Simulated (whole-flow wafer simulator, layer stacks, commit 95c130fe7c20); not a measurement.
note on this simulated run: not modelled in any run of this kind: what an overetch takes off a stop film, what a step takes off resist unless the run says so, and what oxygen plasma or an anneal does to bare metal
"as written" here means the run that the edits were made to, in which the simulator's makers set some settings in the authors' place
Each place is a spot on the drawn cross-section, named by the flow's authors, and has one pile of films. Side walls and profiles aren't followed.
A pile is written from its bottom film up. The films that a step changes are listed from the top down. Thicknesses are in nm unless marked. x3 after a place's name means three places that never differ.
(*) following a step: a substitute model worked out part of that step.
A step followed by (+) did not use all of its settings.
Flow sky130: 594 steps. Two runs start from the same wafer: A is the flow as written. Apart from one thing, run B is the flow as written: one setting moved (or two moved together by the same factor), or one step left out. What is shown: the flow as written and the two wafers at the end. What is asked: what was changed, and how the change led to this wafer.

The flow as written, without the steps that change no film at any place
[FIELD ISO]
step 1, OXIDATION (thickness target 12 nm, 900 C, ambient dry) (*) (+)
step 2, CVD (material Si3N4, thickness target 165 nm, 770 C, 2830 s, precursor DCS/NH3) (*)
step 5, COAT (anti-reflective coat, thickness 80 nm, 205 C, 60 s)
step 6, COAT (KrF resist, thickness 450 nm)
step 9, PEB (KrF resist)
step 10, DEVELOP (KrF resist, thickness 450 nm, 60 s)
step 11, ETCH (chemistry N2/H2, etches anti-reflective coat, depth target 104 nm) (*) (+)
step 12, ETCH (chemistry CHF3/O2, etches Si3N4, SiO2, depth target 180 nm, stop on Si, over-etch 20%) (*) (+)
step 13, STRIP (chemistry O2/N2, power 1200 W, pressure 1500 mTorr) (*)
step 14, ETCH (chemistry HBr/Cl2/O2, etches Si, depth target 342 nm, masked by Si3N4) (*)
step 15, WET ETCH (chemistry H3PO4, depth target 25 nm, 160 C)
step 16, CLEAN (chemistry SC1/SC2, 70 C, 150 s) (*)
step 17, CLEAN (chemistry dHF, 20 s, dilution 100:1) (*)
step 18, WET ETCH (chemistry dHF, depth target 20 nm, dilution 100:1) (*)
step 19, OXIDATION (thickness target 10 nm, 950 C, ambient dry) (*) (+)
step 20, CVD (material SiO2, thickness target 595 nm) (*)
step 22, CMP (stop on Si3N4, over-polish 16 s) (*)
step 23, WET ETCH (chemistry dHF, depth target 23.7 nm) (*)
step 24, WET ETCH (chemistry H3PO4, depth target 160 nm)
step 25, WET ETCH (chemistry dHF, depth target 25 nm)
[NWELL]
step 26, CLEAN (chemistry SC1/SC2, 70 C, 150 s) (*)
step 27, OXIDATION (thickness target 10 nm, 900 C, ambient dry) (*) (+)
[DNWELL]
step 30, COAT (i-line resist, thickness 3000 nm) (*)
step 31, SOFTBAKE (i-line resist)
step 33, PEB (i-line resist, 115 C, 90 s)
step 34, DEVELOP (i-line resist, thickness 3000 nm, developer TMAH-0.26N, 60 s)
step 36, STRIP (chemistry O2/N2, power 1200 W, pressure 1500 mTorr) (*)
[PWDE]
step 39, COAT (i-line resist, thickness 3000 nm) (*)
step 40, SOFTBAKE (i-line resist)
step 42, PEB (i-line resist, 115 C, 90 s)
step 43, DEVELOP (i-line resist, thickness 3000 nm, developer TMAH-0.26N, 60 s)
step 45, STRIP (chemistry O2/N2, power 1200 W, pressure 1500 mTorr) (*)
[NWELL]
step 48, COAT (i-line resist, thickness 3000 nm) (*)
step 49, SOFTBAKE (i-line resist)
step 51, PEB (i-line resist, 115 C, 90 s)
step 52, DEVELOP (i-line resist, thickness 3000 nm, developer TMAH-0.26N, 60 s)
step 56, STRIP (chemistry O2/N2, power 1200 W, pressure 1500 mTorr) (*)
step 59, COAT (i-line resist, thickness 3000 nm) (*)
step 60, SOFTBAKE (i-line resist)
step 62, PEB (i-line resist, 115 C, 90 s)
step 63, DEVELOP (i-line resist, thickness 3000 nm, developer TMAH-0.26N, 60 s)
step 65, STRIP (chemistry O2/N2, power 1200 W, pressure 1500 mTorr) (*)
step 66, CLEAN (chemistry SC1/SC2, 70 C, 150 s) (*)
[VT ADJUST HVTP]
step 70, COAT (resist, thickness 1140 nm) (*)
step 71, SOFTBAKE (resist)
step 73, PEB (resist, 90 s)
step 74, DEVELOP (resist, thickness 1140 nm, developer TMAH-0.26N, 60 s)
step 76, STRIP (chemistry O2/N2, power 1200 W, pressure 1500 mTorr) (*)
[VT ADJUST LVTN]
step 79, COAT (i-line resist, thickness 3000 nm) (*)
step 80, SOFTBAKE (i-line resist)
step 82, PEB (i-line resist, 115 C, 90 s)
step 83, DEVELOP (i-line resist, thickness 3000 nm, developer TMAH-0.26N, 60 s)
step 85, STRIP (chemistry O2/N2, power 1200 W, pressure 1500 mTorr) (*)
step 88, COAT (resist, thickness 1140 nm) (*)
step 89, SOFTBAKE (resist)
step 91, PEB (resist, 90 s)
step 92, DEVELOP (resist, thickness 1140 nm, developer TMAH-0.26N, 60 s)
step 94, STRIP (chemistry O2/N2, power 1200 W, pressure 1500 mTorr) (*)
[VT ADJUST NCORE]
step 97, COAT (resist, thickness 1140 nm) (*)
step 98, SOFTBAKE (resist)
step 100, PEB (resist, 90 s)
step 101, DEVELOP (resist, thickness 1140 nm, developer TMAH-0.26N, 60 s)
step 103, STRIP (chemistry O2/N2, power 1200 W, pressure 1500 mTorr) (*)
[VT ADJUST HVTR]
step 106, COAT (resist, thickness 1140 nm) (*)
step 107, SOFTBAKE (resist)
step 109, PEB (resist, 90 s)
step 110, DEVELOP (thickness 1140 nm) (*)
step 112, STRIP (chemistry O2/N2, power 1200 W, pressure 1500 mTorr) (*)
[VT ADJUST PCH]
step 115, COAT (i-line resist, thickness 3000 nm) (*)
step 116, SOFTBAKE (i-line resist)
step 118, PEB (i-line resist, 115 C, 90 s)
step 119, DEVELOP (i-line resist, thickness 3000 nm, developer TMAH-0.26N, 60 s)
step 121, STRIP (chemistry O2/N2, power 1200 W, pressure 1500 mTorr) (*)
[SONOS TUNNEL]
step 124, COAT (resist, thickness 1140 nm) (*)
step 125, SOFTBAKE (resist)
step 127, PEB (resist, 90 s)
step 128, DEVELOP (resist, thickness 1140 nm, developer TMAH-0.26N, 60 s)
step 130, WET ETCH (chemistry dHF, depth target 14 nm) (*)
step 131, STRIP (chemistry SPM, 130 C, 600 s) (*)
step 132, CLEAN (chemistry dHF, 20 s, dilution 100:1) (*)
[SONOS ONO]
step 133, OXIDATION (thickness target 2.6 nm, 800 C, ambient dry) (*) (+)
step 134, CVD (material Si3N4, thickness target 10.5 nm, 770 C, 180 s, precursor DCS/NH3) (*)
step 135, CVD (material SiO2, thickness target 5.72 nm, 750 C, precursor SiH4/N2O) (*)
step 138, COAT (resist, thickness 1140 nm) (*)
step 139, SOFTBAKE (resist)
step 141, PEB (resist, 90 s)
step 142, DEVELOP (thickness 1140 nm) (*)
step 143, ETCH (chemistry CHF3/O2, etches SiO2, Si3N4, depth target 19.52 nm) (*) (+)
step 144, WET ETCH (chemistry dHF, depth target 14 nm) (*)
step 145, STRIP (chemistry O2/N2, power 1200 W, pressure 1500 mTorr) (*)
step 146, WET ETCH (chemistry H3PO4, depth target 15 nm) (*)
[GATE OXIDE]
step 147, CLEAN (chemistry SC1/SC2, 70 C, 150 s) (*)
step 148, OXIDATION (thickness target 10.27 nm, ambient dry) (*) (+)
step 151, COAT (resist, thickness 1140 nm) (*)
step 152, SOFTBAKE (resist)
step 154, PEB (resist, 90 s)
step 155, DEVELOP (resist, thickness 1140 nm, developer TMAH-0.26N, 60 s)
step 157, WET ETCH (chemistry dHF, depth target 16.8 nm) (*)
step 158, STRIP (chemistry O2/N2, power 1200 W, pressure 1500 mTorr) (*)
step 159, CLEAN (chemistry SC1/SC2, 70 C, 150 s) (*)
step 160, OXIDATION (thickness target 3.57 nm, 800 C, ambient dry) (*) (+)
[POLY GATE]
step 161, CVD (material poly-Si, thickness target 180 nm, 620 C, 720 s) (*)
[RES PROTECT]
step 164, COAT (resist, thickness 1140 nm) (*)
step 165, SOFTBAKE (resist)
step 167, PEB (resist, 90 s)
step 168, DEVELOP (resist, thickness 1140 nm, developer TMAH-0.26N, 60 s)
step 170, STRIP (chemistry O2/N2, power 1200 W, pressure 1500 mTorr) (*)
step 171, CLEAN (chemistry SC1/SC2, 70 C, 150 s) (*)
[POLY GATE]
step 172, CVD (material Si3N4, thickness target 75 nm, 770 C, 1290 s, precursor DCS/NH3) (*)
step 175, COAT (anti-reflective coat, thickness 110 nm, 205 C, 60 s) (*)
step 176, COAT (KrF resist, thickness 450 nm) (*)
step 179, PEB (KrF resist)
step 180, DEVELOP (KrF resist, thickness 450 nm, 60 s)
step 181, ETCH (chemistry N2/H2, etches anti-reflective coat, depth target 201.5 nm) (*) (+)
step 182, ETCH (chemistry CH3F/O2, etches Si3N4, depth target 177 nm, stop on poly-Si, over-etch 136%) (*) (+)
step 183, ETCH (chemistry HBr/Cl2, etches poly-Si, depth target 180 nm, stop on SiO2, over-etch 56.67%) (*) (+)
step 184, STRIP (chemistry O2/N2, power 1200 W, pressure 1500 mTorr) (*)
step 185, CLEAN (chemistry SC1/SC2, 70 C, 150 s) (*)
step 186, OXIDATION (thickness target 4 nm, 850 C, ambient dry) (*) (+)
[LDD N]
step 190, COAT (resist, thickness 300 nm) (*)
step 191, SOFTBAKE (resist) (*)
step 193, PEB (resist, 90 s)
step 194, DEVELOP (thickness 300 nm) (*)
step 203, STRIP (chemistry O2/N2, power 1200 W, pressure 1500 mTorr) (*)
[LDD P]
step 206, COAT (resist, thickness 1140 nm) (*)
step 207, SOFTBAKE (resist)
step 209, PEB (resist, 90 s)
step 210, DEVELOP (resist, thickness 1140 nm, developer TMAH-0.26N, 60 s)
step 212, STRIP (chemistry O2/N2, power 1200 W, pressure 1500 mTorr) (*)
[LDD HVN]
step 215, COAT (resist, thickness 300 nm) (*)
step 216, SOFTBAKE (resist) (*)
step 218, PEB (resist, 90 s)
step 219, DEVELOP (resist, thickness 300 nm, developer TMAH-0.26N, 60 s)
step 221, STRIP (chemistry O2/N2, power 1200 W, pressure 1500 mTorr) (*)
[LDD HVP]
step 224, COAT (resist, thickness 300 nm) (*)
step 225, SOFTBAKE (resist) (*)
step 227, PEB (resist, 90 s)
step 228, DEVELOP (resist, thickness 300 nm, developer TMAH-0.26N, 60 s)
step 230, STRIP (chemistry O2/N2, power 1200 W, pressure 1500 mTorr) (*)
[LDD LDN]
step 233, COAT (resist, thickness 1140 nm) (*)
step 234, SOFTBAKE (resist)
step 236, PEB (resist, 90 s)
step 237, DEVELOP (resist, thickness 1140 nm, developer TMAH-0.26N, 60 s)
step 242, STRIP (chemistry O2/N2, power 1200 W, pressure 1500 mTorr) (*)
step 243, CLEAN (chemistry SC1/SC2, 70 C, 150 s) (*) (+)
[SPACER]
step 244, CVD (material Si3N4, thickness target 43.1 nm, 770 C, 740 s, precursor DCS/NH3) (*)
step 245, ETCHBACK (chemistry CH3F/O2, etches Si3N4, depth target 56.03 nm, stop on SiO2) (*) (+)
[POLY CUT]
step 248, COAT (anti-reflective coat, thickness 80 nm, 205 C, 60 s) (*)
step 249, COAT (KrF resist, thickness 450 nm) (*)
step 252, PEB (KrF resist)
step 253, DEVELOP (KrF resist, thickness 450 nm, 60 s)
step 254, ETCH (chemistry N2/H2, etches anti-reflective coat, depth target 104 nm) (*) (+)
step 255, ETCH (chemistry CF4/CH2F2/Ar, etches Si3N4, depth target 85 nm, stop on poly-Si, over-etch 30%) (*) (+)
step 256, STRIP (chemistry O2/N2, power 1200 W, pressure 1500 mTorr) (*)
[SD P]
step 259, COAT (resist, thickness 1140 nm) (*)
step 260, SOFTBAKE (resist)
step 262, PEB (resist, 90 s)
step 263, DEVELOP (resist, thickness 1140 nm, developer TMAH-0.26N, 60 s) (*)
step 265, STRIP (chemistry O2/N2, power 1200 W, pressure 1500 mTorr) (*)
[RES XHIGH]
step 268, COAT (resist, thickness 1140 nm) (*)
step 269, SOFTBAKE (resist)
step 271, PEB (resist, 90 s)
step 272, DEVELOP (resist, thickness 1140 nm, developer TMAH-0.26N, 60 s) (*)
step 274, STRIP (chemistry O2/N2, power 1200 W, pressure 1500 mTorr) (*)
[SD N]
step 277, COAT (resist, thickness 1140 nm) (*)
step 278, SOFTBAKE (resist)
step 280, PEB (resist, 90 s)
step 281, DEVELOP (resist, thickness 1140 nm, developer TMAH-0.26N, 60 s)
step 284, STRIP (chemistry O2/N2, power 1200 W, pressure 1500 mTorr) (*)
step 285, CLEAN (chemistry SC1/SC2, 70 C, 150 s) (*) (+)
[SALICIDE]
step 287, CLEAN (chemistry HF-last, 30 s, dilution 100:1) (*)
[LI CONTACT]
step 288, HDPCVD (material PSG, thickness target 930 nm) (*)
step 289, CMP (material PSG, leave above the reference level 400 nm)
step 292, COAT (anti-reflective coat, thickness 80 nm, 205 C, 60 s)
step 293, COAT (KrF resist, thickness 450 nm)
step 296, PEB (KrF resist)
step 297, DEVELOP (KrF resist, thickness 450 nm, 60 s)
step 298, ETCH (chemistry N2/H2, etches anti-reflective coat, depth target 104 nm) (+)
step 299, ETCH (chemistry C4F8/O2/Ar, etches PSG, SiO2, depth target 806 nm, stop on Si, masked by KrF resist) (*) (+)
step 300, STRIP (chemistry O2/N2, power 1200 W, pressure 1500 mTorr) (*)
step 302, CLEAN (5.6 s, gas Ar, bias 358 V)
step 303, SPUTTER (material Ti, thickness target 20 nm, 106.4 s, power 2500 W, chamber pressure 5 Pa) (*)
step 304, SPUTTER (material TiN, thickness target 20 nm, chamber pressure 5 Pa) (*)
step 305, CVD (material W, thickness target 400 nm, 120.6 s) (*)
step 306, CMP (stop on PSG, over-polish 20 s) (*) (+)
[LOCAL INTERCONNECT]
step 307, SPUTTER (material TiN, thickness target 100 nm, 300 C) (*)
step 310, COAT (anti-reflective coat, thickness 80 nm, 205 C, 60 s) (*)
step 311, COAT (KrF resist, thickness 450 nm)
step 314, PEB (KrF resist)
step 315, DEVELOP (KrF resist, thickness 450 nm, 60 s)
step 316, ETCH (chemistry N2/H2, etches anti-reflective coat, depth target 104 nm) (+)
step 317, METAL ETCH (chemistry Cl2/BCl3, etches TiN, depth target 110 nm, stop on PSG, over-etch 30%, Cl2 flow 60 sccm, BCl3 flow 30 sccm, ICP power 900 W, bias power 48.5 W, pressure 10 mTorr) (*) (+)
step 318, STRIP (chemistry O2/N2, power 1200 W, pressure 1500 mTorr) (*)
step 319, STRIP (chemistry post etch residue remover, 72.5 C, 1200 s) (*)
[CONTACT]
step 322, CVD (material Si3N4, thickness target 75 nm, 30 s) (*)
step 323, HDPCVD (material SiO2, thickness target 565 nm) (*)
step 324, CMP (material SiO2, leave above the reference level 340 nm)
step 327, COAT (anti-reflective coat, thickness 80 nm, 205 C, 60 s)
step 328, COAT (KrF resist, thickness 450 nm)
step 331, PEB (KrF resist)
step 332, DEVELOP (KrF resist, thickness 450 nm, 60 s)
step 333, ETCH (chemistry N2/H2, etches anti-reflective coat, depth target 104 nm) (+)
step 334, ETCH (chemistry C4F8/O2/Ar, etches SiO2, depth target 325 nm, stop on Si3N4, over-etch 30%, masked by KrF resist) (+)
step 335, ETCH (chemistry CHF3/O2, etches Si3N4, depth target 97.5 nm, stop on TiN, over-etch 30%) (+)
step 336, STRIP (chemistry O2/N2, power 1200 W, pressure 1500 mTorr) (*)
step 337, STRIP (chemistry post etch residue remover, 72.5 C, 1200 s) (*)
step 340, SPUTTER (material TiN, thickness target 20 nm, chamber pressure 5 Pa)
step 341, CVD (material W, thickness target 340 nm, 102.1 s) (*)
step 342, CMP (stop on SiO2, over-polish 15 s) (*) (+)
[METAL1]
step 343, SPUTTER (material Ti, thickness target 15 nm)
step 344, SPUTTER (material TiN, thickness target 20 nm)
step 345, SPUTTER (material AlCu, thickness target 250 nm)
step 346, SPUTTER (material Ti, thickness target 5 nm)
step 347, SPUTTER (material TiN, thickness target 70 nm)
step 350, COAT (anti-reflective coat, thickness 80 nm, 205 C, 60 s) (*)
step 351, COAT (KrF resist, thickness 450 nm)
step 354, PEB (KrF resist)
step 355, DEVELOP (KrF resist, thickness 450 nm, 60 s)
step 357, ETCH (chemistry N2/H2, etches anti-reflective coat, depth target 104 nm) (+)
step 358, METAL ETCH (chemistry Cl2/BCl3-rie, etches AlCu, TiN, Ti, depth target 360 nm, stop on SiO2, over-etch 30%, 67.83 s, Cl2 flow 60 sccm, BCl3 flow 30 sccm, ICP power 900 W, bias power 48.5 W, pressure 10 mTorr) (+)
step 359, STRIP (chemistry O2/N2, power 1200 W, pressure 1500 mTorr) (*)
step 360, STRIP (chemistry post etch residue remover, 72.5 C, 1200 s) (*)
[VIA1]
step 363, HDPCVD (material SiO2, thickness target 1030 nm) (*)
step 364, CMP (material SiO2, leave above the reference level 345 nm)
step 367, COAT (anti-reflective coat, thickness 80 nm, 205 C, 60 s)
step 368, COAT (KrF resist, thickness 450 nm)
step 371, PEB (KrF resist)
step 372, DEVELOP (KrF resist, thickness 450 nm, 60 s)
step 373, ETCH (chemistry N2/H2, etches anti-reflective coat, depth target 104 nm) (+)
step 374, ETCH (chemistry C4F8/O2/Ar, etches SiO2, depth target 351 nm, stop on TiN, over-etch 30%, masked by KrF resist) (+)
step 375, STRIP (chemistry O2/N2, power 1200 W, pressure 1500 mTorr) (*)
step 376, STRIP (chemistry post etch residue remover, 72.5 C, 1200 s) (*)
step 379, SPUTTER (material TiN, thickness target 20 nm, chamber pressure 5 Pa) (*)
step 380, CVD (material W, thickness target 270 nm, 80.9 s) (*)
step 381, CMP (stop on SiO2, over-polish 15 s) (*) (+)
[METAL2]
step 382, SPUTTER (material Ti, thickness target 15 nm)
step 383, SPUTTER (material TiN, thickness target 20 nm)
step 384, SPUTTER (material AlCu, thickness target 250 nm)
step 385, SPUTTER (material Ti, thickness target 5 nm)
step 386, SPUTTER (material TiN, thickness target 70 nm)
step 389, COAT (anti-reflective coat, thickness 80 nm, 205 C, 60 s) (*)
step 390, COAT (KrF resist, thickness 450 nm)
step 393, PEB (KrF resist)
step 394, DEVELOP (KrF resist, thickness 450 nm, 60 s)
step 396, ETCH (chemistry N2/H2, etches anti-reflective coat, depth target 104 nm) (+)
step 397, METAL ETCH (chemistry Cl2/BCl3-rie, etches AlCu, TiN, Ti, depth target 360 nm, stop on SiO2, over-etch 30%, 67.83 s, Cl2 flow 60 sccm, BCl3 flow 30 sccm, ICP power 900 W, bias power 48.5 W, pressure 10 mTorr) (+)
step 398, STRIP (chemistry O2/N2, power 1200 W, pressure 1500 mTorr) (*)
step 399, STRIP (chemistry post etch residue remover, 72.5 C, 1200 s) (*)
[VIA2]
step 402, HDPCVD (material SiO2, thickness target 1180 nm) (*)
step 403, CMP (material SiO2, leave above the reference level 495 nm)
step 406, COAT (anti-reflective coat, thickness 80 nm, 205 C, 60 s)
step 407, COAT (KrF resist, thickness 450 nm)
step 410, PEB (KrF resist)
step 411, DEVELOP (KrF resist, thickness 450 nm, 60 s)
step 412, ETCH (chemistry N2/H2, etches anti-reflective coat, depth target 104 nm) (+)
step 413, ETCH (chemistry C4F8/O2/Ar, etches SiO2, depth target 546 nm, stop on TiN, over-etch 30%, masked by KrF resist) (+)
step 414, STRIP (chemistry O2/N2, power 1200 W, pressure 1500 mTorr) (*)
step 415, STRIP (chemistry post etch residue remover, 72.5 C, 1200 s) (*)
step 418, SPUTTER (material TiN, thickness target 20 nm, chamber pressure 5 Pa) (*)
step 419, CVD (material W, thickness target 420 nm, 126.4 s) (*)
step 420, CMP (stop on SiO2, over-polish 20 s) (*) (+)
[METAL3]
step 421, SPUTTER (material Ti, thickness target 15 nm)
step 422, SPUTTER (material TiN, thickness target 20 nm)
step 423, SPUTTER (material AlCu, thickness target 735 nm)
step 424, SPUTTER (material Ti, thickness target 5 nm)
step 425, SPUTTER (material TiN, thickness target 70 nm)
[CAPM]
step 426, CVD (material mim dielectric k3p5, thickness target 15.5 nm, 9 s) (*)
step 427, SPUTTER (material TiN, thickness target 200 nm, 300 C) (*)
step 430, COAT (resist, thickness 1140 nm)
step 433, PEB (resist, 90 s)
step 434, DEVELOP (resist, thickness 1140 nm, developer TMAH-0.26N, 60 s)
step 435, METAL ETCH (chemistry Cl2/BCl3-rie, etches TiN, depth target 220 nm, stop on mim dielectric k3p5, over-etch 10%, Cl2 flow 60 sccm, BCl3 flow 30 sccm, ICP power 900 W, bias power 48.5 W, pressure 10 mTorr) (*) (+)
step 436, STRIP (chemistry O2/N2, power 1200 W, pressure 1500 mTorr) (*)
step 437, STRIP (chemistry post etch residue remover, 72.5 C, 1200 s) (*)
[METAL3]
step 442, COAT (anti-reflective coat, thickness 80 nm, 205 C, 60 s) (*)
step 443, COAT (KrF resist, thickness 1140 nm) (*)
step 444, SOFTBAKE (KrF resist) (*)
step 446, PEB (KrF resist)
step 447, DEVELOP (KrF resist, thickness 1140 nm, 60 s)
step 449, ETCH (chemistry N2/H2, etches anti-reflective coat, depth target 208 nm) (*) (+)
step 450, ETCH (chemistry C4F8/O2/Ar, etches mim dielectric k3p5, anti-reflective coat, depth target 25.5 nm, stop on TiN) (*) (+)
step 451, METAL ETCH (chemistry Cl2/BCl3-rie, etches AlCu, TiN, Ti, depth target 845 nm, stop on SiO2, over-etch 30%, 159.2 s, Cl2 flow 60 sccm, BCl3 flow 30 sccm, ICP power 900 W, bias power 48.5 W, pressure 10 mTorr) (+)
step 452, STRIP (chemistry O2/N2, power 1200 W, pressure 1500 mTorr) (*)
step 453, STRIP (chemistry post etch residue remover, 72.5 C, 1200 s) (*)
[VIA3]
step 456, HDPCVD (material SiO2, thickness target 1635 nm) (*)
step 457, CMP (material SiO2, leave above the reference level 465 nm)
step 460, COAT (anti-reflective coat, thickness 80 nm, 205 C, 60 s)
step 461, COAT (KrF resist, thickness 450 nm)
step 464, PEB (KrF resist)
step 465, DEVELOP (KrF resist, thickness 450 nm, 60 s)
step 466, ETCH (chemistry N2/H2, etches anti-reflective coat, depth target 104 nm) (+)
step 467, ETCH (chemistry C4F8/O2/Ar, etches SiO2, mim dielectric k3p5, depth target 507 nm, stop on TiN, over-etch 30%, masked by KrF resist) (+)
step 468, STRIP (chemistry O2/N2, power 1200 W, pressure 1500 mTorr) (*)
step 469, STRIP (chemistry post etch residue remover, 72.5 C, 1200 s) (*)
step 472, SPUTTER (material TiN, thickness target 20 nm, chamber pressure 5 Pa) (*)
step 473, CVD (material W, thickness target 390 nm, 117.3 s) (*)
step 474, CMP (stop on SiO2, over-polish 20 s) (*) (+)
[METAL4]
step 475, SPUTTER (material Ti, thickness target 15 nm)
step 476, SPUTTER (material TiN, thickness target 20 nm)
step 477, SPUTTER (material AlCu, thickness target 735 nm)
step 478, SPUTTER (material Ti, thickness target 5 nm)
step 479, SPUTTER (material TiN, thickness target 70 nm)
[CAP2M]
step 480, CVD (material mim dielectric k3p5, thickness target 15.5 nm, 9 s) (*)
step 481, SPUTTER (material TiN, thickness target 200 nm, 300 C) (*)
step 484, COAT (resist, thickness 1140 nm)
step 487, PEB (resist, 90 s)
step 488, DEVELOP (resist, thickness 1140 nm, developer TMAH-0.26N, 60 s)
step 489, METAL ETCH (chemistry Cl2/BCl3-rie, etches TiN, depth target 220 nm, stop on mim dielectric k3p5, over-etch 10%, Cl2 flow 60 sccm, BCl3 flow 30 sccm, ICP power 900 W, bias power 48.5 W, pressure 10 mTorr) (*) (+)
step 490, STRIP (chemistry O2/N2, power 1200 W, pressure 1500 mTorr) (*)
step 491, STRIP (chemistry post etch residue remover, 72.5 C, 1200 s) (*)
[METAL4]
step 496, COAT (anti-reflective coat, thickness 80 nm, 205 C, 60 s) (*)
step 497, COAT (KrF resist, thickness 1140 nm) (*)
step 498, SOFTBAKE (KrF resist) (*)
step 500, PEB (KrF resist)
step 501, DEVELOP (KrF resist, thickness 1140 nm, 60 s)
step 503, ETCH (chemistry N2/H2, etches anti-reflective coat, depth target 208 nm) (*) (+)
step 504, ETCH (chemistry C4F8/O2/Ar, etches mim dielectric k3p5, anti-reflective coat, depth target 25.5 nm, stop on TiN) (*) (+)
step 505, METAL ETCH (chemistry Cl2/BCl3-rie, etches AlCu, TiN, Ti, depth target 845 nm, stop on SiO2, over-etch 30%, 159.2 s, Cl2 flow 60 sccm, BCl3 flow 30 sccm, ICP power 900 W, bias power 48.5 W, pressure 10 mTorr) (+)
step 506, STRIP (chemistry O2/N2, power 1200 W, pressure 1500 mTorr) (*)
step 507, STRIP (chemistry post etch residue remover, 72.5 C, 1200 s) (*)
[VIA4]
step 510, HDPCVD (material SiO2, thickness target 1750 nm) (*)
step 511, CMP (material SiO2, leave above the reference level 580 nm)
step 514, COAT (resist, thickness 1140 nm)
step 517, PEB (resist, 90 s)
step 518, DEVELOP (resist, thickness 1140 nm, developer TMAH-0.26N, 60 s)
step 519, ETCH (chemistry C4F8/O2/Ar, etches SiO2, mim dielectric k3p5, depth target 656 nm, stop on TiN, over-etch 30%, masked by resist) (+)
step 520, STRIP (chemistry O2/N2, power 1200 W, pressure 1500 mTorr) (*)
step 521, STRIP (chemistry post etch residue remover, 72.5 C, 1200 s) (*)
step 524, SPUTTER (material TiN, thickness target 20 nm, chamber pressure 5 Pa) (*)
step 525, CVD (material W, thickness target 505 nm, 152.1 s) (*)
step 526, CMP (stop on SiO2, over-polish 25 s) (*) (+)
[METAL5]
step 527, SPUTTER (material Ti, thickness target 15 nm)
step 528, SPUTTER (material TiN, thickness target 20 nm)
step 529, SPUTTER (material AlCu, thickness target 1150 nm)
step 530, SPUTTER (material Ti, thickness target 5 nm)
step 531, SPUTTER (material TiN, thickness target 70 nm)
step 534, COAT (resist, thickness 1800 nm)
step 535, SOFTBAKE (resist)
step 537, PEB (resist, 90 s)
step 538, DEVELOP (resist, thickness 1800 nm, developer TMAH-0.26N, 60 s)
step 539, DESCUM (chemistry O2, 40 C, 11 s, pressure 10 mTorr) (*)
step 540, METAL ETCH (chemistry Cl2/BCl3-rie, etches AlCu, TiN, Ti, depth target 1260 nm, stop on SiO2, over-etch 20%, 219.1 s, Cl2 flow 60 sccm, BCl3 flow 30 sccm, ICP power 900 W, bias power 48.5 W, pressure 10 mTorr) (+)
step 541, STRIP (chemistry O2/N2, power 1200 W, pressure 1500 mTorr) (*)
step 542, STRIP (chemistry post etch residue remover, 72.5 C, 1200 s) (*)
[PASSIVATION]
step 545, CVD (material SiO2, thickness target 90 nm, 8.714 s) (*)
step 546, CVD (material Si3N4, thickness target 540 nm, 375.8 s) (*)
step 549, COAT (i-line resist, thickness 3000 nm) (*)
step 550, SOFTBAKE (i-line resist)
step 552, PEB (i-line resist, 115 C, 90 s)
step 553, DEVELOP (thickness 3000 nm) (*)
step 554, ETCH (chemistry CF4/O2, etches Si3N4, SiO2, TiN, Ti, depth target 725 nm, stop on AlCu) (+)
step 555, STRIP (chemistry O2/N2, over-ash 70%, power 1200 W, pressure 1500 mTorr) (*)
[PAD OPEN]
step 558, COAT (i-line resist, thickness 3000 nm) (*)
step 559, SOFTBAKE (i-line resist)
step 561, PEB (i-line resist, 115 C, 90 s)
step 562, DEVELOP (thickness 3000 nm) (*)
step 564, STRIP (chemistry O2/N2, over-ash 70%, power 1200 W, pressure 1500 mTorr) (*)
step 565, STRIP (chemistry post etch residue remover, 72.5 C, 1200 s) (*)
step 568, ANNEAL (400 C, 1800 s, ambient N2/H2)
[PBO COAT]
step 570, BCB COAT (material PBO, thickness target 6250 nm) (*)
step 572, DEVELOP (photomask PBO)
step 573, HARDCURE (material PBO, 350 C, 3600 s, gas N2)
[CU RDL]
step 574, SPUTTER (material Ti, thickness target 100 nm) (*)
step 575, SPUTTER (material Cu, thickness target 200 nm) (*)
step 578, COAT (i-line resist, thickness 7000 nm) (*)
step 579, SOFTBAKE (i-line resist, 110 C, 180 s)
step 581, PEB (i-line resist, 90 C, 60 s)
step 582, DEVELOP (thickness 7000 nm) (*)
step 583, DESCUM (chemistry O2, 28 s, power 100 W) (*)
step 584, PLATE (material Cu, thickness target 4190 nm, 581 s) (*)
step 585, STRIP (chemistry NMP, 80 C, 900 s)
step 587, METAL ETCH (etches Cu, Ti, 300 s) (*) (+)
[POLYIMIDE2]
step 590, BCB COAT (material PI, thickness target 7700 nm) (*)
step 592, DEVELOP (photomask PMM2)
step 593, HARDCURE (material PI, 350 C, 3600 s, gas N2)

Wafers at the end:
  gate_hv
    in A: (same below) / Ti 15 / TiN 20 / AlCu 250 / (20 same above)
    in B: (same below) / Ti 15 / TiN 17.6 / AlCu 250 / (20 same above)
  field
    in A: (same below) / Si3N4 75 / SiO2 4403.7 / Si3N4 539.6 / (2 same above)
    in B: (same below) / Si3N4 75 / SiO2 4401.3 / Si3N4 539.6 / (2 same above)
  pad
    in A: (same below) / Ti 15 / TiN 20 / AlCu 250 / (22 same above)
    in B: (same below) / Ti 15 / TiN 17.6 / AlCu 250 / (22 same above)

The reason: step 383, SPUTTER: thickness target 17.6 nm was run, whereas the flow has thickness target 20 nm.
The wafer itself shows it: gate_hv has TiN 17.6, and step 383 as written asks for 20 nm.

How this came from the change, step by step:
  step 383, SPUTTER (material TiN, thickness target 20 nm)
      field, active, n_well and 188 more: A TiN gains 20 (new film) | B TiN gains 17.6 (new film)
  step 397, METAL ETCH (chemistry Cl2/BCl3-rie, etches AlCu, TiN, Ti, depth target 360 nm, stop on SiO2, over-etch 30%, 67.83 s, Cl2 flow 60 sccm, BCl3 flow 30 sccm, ICP power 900 W, bias power 48.5 W, pressure 10 mTorr) (+)
      field, active, gate and 82 more: A TiN loses 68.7 (all of it), Ti loses 5 (all of it), AlCu loses 250 (all of it), TiN loses 20 (all of it), Ti loses 15 (all of it), SiO2 loses 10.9 | B TiN loses 68.7 (all of it), Ti loses 5 (all of it), AlCu loses 250 (all of it), TiN loses 17.6 (all of it), Ti loses 15 (all of it), SiO2 loses 11.2
